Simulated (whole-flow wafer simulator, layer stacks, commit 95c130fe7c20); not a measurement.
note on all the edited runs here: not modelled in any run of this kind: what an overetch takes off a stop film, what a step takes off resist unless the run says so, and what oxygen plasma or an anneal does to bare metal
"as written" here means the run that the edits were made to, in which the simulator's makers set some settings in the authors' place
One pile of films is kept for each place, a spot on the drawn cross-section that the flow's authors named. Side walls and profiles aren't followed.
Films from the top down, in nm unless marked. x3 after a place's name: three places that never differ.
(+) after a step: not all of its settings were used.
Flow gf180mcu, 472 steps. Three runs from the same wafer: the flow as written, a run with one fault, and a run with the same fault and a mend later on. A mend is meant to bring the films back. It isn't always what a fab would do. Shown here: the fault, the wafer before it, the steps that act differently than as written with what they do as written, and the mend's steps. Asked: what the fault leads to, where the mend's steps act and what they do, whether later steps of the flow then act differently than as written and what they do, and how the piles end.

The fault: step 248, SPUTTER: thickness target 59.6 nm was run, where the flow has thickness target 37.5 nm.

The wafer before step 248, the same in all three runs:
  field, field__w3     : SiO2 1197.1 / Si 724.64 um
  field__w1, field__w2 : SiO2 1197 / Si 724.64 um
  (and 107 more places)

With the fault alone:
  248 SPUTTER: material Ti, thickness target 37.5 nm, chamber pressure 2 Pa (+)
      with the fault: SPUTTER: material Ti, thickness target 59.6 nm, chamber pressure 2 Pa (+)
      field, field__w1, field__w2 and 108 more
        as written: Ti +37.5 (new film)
        with the fault: Ti +59.6 (new film)
  Later steps of the flow that act differently than as written:
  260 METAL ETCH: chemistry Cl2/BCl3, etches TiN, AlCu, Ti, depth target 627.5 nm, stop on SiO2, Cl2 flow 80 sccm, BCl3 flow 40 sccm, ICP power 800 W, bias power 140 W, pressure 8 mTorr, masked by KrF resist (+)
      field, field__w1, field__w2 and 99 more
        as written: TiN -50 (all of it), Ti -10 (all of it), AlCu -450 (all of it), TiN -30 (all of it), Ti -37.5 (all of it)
        with the fault: TiN -50 (all of it), Ti -10 (all of it), AlCu -450 (all of it), TiN -30 (all of it), Ti -59.6 (all of it)
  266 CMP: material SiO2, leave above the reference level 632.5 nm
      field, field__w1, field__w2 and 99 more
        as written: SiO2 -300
        with the fault: SiO2 -277.9
  At the end the piles differ from the flow's by more than 2% or 0.5 nm, whichever is larger, at field__w8, contact, m1 and 6 more.
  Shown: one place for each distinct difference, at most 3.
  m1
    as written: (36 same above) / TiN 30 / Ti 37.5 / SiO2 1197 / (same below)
    with the fault: (36 same above) / TiN 30 / Ti 59.6 / SiO2 1197 / (same below)
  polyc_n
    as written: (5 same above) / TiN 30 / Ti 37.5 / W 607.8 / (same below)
    with the fault: (5 same above) / TiN 30 / Ti 59.6 / W 607.8 / (same below)
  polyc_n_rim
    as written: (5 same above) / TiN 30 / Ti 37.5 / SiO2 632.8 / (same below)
    with the fault: (5 same above) / TiN 30 / Ti 59.6 / SiO2 632.8 / (same below)

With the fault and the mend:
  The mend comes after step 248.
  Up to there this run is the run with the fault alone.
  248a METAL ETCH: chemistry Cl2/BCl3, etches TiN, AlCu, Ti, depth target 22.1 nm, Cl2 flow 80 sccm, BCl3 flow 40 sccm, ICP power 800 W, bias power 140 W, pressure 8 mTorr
      field, field__w1, field__w2 and 108 more
        Ti -22.1
  No later step of the flow acts differently than as written at any place that is followed.
  At the end the piles are the same as the flow's at every place that both follow.
